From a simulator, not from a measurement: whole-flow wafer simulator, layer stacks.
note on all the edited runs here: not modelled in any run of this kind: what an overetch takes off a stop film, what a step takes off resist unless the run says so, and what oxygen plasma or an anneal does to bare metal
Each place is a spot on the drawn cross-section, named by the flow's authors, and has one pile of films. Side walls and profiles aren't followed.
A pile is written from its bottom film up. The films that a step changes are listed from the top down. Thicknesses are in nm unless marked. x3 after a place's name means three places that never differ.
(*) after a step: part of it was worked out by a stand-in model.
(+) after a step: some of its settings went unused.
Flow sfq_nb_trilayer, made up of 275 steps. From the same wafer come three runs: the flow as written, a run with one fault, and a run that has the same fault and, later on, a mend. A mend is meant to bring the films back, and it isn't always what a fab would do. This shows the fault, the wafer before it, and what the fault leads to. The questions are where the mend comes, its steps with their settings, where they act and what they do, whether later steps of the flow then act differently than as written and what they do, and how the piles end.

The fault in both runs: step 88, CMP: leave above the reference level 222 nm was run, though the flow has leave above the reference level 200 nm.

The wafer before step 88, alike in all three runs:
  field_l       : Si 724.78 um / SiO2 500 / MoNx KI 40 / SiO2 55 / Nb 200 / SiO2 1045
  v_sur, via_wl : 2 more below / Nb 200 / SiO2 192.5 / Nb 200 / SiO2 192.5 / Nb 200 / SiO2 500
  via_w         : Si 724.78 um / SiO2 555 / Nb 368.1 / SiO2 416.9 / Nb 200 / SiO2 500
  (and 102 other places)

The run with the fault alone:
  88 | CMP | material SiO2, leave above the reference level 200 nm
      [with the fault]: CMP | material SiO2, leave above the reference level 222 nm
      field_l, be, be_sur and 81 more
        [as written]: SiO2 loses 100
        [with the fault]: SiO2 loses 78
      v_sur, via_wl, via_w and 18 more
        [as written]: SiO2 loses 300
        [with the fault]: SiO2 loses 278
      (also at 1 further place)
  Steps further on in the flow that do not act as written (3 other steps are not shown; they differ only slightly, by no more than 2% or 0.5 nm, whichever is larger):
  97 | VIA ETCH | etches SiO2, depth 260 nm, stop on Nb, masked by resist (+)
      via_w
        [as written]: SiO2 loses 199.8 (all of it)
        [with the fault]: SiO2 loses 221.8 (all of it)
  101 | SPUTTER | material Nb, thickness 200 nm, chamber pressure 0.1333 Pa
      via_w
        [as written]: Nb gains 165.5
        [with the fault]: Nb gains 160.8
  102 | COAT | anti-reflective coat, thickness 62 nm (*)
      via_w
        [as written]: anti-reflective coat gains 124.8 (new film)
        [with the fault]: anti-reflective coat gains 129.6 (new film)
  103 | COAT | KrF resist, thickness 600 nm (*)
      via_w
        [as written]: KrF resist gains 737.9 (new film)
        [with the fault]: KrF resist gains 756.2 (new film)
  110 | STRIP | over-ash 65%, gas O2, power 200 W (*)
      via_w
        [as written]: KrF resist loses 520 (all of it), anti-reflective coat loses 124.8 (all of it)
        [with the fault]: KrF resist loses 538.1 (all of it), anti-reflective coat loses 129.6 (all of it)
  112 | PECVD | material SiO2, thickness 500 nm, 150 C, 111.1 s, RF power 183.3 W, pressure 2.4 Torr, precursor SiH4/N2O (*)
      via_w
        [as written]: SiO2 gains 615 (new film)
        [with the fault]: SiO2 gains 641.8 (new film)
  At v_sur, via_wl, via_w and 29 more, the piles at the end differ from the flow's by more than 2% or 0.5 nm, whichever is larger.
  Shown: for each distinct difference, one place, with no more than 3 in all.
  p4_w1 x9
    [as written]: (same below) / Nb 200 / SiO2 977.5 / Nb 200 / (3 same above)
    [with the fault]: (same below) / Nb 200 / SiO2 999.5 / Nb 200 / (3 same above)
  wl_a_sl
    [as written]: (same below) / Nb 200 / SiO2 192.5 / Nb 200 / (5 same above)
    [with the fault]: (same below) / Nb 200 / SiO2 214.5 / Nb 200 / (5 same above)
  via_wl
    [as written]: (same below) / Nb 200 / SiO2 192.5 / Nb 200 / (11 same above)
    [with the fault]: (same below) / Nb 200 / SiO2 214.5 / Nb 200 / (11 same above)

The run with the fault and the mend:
  The mend follows step 89.
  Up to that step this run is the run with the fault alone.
  89a | CMP | material SiO2, leave above the reference level 200 nm (the flow's step 88, run once more)
      field_l, v_sur, via_wl and 103 more
        SiO2 loses 22
  Later steps of the flow that are run all act as written at every place that is followed.
  By the end, the piles equal the flow's at every place that both follow.
